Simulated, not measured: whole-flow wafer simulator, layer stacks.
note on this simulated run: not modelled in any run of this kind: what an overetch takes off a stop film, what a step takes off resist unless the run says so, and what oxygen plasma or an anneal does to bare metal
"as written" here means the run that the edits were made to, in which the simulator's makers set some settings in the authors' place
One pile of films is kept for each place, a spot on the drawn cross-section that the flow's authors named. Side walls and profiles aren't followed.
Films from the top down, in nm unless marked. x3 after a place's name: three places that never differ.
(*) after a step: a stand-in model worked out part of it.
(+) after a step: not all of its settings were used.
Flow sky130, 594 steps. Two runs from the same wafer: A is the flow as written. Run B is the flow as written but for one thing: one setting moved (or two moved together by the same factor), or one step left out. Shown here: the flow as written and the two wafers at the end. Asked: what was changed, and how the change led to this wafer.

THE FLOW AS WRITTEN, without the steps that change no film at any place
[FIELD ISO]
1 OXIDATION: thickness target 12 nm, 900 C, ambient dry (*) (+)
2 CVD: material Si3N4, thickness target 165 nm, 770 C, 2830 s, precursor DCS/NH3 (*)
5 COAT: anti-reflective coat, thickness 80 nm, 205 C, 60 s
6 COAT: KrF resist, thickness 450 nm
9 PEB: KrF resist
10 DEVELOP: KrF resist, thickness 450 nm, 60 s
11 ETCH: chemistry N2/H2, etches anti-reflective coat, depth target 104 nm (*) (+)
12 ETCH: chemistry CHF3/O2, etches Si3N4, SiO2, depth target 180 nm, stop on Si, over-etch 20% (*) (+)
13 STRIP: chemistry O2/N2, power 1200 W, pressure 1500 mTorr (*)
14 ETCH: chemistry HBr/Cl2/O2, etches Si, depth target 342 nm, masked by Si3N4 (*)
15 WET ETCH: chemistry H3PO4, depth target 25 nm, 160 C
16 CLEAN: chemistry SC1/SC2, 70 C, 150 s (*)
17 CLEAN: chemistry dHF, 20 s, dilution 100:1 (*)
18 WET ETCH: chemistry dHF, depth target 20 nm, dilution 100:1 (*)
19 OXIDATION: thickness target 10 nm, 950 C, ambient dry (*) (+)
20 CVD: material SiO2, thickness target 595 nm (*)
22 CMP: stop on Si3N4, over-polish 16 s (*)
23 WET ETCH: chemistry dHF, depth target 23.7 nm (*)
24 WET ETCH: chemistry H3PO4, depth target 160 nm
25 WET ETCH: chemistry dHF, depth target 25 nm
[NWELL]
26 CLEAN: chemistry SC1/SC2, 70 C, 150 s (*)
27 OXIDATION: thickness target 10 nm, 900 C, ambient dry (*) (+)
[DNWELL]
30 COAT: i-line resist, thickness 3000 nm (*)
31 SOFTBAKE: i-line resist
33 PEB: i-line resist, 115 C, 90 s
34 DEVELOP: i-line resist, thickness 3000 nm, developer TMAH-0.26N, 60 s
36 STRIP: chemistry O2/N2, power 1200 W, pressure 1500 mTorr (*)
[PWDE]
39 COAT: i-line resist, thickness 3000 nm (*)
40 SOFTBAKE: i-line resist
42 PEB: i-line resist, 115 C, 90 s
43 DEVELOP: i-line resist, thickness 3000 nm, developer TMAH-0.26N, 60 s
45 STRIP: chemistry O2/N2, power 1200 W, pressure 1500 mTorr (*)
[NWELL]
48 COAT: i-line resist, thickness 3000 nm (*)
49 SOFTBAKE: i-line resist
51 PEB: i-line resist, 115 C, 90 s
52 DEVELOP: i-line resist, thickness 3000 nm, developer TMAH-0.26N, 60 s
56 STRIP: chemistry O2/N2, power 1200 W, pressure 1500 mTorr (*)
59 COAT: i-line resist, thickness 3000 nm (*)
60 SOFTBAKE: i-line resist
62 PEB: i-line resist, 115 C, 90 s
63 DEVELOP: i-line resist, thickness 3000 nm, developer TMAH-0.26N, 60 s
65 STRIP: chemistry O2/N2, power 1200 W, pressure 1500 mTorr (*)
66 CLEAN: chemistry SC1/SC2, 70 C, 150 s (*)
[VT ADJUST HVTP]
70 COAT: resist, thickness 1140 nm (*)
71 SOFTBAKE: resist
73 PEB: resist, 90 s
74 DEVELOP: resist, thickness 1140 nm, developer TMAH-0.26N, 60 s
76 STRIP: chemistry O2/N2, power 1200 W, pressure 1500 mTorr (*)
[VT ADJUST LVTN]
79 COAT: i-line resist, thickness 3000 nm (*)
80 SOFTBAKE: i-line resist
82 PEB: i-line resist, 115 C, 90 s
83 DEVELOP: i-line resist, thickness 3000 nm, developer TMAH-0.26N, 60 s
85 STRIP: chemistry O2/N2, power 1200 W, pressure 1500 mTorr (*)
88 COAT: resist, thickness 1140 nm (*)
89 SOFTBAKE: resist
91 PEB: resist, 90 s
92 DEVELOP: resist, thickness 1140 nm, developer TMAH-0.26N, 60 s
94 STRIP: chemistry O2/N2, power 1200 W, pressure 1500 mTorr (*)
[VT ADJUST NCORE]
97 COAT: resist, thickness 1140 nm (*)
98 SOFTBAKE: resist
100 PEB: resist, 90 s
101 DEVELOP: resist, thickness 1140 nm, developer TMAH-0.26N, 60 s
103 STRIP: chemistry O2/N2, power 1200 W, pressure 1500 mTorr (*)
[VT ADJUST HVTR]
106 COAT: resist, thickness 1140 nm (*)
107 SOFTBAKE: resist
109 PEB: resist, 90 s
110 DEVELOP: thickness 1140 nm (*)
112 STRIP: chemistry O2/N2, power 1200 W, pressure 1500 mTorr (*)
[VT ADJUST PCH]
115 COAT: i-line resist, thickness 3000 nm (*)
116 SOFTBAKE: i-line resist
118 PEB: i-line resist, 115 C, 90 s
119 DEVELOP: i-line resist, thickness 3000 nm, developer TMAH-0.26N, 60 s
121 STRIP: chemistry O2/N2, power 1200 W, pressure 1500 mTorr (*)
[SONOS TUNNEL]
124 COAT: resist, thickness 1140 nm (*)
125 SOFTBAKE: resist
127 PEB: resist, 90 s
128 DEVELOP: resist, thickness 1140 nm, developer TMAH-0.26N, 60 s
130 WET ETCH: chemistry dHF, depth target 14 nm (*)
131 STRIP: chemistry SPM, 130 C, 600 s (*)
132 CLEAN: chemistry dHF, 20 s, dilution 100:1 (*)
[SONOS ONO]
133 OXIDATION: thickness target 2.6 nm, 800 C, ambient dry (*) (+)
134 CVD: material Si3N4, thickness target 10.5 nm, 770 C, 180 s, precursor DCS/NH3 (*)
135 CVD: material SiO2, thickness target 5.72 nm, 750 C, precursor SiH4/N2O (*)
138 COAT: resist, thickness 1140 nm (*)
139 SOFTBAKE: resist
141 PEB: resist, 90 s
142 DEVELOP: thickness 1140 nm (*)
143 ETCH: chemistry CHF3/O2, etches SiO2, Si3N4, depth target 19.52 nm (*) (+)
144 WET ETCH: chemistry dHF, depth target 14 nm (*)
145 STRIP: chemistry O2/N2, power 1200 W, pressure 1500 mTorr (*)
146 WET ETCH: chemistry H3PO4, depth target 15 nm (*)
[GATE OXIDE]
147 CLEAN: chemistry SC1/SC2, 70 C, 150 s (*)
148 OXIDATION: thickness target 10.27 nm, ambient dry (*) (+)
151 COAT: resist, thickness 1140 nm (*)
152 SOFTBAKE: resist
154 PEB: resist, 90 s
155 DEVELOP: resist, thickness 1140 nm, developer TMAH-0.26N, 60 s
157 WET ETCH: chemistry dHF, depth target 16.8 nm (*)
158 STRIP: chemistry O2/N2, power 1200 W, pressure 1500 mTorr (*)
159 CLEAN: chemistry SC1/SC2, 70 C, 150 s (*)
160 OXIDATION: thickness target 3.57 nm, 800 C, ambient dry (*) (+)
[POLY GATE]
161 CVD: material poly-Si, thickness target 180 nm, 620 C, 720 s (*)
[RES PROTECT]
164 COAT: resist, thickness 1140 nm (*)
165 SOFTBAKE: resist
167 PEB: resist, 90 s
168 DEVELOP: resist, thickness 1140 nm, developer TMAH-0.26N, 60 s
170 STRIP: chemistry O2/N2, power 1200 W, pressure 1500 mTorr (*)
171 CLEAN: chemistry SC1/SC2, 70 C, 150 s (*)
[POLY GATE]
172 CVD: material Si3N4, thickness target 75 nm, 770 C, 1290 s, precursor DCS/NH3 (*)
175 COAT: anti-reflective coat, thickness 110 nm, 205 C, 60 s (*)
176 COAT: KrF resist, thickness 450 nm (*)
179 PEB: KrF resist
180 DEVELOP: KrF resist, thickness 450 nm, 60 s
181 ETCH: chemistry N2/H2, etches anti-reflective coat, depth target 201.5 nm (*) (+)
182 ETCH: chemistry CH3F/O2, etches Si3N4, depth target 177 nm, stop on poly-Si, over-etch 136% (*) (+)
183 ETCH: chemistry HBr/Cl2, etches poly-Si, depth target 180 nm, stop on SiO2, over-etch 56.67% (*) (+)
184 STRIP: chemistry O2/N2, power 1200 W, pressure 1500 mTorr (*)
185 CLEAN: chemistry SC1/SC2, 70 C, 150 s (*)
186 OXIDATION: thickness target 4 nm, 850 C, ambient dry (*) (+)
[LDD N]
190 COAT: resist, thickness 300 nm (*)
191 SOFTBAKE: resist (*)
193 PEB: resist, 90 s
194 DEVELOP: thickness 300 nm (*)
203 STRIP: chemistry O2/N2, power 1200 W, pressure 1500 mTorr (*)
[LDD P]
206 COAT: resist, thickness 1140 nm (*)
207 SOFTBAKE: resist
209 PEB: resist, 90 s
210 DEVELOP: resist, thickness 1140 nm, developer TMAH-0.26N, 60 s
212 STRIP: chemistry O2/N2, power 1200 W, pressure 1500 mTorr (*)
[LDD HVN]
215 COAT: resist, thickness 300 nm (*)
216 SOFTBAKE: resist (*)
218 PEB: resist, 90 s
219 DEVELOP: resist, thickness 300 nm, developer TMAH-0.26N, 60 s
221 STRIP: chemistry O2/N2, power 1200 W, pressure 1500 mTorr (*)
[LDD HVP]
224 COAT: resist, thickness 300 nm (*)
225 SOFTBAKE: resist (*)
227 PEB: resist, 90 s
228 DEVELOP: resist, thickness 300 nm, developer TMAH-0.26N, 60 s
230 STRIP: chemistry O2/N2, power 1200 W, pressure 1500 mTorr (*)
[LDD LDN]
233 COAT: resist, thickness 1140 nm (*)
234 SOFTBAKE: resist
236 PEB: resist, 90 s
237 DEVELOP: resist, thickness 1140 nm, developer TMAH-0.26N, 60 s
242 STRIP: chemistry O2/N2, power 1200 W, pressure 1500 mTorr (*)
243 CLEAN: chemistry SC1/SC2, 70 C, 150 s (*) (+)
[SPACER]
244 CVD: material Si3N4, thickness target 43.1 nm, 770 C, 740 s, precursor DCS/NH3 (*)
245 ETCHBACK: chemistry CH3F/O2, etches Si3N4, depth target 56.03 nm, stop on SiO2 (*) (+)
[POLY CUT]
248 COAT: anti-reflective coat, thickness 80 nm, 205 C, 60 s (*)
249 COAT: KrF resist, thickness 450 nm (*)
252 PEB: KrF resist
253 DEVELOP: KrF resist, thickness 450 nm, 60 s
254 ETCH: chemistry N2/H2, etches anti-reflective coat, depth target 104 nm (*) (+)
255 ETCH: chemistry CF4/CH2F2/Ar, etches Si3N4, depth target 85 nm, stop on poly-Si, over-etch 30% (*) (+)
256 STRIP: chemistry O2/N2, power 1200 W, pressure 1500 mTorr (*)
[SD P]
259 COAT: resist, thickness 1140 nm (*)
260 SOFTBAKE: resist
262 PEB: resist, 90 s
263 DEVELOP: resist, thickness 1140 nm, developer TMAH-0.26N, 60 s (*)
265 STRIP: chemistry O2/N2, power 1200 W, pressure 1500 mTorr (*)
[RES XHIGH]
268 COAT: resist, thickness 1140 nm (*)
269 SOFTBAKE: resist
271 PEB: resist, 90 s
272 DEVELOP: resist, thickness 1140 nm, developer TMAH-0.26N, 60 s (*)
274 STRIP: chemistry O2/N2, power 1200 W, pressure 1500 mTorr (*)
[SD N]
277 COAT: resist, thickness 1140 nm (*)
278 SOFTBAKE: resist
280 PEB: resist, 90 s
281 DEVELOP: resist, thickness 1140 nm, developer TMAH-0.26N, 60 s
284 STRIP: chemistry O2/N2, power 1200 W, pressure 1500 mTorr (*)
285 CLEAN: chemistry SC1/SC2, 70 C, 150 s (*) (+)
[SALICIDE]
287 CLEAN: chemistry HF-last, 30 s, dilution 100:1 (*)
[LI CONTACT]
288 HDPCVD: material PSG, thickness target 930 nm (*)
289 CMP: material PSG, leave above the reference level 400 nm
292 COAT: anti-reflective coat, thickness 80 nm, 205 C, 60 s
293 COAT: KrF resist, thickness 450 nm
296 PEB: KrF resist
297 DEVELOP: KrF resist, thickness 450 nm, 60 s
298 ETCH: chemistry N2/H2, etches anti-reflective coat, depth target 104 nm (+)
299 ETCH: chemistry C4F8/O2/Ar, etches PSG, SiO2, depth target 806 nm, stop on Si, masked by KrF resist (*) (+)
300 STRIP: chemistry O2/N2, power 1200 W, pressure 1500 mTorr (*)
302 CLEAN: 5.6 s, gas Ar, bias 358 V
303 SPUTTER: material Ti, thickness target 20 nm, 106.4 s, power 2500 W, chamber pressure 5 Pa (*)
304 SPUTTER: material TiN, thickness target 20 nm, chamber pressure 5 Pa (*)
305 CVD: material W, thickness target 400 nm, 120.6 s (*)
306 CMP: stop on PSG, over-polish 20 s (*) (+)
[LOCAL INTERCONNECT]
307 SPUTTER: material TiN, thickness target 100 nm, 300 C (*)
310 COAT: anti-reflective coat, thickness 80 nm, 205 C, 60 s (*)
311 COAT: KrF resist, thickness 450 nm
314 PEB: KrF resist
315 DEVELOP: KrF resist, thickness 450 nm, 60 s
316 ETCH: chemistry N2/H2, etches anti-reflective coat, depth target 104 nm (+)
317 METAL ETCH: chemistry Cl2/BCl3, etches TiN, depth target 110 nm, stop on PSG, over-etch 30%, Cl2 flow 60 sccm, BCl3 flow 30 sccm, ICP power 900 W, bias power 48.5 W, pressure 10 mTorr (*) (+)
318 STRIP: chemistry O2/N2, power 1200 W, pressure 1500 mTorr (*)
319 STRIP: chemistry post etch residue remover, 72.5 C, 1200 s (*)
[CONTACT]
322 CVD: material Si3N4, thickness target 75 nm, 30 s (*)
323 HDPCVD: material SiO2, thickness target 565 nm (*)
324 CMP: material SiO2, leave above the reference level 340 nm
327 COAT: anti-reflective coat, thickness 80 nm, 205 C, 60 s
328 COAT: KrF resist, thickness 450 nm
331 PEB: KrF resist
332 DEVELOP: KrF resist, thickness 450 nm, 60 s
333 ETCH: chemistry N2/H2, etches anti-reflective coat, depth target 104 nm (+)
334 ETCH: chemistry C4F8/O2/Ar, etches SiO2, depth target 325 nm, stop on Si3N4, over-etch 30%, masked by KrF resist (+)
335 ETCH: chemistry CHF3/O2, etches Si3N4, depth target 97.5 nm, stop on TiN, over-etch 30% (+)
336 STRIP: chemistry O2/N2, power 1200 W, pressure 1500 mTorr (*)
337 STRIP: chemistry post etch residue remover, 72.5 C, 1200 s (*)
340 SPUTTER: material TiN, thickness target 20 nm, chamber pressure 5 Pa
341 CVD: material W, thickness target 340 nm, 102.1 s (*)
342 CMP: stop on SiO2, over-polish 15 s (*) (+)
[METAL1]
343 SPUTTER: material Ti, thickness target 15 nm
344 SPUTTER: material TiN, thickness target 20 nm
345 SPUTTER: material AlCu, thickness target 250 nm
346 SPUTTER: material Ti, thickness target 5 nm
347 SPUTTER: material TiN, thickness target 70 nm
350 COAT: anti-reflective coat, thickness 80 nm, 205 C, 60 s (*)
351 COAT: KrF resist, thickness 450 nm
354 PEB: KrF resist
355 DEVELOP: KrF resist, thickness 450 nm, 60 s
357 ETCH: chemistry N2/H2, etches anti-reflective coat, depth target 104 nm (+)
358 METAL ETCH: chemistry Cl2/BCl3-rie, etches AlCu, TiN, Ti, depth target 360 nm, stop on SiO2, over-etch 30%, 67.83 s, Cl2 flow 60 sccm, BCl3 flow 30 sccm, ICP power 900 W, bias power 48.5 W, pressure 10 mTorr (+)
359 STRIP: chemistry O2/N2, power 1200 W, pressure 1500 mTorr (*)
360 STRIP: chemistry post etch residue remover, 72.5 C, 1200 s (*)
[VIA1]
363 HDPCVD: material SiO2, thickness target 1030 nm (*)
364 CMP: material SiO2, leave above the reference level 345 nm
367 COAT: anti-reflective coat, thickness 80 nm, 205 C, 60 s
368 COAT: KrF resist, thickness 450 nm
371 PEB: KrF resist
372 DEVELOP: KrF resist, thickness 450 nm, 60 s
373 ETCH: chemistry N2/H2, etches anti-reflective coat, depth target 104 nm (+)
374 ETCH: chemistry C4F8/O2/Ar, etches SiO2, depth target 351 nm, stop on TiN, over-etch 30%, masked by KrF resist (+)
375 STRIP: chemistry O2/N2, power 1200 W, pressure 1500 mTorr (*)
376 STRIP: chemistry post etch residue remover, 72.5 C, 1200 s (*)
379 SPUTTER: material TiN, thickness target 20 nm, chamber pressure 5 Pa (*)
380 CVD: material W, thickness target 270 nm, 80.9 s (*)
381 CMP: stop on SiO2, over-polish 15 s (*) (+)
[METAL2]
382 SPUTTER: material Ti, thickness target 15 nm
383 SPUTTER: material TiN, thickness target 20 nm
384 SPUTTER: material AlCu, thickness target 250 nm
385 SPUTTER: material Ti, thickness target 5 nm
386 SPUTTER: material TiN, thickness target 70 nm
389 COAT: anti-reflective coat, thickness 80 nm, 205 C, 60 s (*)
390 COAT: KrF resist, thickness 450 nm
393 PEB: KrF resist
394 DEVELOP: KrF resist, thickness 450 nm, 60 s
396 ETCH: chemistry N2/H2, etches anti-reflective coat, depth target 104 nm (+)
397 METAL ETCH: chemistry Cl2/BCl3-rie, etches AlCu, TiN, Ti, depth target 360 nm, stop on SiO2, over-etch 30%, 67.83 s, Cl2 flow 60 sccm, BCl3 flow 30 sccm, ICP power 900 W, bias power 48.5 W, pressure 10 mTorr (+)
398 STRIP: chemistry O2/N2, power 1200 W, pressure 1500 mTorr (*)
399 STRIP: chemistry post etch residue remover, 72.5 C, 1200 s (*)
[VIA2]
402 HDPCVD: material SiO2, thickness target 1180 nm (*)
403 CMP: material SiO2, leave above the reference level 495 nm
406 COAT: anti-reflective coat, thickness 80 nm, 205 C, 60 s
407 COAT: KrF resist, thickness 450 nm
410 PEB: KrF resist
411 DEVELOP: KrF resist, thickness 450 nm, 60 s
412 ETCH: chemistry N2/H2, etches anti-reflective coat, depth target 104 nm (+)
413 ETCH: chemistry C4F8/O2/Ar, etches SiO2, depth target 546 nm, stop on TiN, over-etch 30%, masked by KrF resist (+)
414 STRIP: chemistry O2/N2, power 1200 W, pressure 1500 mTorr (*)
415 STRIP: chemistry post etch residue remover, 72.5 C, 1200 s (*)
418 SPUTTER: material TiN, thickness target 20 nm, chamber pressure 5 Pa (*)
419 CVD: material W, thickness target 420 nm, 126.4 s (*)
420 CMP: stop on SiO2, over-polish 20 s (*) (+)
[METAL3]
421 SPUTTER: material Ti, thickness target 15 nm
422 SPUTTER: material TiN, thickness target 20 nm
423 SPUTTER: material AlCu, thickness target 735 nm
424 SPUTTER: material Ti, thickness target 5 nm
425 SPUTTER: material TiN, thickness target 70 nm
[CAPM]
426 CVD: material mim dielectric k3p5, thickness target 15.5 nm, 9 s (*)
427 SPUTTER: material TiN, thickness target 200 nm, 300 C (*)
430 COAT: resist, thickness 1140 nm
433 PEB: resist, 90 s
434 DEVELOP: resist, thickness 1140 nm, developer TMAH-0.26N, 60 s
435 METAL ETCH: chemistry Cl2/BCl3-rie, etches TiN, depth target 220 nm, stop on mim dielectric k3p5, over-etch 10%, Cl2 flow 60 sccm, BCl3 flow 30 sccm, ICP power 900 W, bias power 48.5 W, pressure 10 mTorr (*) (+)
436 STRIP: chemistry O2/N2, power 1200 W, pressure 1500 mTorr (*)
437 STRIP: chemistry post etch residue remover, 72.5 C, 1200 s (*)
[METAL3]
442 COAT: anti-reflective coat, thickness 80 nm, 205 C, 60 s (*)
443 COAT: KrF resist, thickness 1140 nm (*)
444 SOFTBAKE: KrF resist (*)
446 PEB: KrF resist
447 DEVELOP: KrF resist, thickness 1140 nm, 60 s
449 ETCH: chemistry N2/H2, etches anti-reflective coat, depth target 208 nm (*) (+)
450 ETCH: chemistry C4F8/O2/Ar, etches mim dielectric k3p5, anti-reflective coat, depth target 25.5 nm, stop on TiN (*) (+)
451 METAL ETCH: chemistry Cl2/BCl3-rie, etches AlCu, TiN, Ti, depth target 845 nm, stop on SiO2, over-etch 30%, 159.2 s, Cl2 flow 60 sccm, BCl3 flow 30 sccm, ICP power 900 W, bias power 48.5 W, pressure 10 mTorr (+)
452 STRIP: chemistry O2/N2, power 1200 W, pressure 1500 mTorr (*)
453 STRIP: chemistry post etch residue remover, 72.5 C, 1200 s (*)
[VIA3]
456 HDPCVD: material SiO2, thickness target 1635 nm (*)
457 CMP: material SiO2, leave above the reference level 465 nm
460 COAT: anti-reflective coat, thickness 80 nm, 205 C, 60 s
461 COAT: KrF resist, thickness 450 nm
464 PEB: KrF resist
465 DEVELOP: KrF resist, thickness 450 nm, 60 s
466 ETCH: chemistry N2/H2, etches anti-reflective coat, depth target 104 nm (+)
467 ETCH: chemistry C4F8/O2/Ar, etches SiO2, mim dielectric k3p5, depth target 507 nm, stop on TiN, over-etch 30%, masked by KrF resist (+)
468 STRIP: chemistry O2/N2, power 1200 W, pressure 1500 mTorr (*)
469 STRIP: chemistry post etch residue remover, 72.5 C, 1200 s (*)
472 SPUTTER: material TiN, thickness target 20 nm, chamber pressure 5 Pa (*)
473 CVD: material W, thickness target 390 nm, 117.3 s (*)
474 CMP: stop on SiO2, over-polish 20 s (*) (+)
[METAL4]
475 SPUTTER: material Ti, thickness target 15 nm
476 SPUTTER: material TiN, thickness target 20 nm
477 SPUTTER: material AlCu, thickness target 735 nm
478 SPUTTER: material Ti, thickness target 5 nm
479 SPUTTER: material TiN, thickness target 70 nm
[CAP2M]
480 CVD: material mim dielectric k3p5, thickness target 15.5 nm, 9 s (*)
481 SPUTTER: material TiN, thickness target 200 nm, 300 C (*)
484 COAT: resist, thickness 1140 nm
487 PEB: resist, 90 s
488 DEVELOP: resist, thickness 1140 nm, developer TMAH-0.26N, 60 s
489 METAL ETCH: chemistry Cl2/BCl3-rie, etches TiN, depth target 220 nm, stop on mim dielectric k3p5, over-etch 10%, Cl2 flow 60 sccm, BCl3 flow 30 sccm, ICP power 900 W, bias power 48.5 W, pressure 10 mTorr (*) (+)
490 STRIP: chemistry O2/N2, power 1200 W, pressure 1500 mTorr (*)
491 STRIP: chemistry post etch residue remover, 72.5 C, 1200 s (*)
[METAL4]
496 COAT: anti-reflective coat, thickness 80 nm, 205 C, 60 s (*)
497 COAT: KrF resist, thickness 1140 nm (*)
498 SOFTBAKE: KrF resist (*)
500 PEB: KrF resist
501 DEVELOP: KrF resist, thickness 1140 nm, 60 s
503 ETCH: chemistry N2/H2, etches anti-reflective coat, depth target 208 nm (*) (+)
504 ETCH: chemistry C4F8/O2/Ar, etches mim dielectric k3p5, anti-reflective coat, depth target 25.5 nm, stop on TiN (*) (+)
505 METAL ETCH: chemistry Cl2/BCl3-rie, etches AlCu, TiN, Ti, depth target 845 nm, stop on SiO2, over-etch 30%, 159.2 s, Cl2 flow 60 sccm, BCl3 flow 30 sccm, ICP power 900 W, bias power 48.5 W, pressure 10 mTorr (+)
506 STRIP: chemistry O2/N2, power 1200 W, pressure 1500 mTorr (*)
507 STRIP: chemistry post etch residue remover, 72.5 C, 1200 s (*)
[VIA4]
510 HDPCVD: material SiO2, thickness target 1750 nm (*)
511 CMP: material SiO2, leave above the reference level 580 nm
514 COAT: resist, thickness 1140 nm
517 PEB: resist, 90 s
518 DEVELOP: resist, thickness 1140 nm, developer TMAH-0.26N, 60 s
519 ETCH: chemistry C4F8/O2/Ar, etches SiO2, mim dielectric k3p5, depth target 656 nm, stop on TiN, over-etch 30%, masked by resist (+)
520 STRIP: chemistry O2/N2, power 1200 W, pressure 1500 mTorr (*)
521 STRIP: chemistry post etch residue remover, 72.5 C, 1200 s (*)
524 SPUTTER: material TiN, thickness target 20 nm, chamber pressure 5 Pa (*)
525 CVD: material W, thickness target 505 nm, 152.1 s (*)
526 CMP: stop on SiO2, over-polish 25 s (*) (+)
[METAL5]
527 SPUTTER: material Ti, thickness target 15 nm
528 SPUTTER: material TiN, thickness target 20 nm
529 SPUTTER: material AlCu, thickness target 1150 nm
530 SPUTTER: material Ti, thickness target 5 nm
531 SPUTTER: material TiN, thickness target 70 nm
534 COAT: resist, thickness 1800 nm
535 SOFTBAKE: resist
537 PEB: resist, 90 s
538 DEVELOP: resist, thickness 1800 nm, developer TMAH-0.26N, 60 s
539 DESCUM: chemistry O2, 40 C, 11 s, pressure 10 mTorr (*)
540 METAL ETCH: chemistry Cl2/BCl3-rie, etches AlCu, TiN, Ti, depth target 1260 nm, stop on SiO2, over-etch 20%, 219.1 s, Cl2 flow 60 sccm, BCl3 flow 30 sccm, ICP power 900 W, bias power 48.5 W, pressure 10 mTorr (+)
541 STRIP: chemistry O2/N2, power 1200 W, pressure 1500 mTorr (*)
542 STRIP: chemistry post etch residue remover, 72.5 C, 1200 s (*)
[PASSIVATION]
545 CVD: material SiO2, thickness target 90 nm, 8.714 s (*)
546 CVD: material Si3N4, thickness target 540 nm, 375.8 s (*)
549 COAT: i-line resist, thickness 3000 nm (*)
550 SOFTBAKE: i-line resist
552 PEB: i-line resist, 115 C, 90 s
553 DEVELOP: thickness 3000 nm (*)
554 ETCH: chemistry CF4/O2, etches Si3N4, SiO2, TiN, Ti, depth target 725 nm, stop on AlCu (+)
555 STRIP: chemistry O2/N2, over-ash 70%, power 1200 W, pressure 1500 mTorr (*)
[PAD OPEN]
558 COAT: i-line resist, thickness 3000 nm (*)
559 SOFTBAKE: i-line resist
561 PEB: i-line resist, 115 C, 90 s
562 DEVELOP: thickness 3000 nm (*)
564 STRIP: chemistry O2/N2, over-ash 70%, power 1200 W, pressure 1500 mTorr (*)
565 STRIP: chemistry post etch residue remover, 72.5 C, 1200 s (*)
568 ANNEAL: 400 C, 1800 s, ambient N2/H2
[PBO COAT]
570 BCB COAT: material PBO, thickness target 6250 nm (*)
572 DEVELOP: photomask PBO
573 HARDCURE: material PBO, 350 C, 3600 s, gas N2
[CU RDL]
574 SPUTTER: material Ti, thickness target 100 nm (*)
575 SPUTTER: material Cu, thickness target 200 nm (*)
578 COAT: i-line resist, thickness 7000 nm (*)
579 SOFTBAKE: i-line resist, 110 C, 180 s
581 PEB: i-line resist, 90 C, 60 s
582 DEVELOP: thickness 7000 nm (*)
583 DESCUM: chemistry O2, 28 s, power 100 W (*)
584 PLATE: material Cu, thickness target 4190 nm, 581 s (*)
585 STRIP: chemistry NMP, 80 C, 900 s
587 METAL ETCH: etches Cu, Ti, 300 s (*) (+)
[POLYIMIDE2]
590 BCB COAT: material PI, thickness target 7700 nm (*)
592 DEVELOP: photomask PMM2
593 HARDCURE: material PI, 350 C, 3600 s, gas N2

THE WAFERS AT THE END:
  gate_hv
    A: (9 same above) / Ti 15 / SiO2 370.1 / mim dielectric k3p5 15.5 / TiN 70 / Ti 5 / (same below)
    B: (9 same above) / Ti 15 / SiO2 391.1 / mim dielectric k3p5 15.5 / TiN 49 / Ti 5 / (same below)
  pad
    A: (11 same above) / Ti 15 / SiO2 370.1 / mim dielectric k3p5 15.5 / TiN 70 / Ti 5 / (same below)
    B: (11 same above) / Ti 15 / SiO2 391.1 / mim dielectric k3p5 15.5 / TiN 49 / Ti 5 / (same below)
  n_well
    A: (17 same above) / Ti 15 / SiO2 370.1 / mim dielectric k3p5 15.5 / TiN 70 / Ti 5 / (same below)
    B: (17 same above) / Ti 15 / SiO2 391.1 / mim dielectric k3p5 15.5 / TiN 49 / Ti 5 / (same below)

The cause: step 425, SPUTTER: thickness target 49 nm was run, where the flow has thickness target 70 nm.
It can be read off the wafer: gate_hv has TiN 49, and step 425 as written asks for 70 nm.

How the change led to this, step by step:
  425 SPUTTER: material TiN, thickness target 70 nm
      field, active, n_well and 188 more: A TiN +70 (new film) | B TiN +49 (new film)
  451 METAL ETCH: chemistry Cl2/BCl3-rie, etches AlCu, TiN, Ti, depth target 845 nm, stop on SiO2, over-etch 30%, 159.2 s, Cl2 flow 60 sccm, BCl3 flow 30 sccm, ICP power 900 W, bias power 48.5 W, pressure 10 mTorr (+)
      field, active, gate and 67 more: A TiN -70 (all of it), Ti -5 (all of it), AlCu -735 (all of it), TiN -20 (all of it), Ti -15 (all of it), SiO2 -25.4 | B TiN -49 (all of it), Ti -5 (all of it), AlCu -735 (all of it), TiN -20 (all of it), Ti -15 (all of it), SiO2 -27.5
      vpp_ln, vpp_iso2, ndiff_ln and 9 more: A TiN -70 (all of it), Ti -5 (all of it), AlCu -735 (all of it), TiN -20 (all of it), Ti -15 (all of it), SiO2 -25.3 | B TiN -49 (all of it), Ti -5 (all of it), AlCu -735 (all of it), TiN -20 (all of it), Ti -15 (all of it), SiO2 -27.4
      (and at 3 more places)
  467 ETCH: chemistry C4F8/O2/Ar, etches SiO2, mim dielectric k3p5, depth target 507 nm, stop on TiN, over-etch 30%, masked by KrF resist (+)
      m1: A SiO2 -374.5 (all of it), mim dielectric k3p5 -15.5 (all of it) | B SiO2 -395.5 (all of it), mim dielectric k3p5 -15.5 (all of it)
      via3_hole: A SiO2 -373.9 (all of it), mim dielectric k3p5 -15.5 (all of it) | B SiO2 -394.9 (all of it), mim dielectric k3p5 -15.5 (all of it)
  473 CVD: material W, thickness target 390 nm, 117.3 s (*)
      m1: A W +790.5 (new film) | B W +811.7 (new film)
      via3_hole: A W +789.9 (new film) | B W +811.1 (new film)
